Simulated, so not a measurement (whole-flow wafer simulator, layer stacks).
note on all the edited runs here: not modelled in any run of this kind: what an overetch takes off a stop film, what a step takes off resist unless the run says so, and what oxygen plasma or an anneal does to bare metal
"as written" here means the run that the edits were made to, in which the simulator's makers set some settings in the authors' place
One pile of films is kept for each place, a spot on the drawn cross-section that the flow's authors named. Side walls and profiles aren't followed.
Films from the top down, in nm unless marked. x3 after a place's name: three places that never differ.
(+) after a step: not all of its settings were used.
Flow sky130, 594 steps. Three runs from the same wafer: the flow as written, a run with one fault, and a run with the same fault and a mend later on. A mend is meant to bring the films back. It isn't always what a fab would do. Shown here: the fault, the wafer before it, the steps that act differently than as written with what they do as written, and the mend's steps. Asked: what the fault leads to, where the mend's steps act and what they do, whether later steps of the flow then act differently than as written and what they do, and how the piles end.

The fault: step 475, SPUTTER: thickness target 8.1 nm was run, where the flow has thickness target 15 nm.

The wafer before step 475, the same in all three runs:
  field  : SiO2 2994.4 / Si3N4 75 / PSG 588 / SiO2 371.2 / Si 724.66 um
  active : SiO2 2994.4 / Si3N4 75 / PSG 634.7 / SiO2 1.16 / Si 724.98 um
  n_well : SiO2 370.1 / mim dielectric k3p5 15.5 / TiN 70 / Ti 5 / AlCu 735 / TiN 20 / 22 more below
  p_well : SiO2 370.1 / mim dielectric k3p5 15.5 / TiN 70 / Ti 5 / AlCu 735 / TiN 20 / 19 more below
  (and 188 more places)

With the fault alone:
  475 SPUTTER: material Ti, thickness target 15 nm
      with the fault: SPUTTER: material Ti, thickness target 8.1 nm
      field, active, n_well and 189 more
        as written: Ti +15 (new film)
        with the fault: Ti +8.1 (new film)
  Later steps of the flow that act differently than as written (9 more steps differ only slightly, by at most 2% or 0.5 nm, whichever is larger, and aren't shown):
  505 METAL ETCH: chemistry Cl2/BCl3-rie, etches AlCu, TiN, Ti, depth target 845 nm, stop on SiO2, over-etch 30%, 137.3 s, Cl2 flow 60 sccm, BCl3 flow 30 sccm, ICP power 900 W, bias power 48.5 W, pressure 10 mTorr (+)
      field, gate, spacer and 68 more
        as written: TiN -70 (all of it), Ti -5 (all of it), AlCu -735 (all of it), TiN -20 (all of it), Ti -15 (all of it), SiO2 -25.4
        with the fault: TiN -70 (all of it), Ti -5 (all of it), AlCu -735 (all of it), TiN -20 (all of it), Ti -8.1 (all of it), SiO2 -26
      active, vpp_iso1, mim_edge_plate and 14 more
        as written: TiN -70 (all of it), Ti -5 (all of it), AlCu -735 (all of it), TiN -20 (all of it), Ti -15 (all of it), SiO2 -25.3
        with the fault: TiN -70 (all of it), Ti -5 (all of it), AlCu -735 (all of it), TiN -20 (all of it), Ti -8.1 (all of it), SiO2 -26
  At the end the piles differ from the flow's by more than 2% or 0.5 nm, whichever is larger, at n_well, p_well, gate_hv and 102 more.
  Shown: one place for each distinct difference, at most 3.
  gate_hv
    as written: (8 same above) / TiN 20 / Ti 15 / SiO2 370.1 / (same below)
    with the fault: (8 same above) / TiN 20 / Ti 8.1 / SiO2 370.1 / (same below)
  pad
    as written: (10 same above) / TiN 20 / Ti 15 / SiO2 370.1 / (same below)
    with the fault: (10 same above) / TiN 20 / Ti 8.1 / SiO2 370.1 / (same below)
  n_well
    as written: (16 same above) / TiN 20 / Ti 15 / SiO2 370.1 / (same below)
    with the fault: (16 same above) / TiN 20 / Ti 8.1 / SiO2 370.1 / (same below)

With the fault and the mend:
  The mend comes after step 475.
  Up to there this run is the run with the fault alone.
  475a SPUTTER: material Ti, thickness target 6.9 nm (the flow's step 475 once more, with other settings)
      field, active, n_well and 189 more
        Ti +6.9
  No later step of the flow acts differently than as written at any place that is followed.
  At the end the piles are the same as the flow's at every place that both follow.
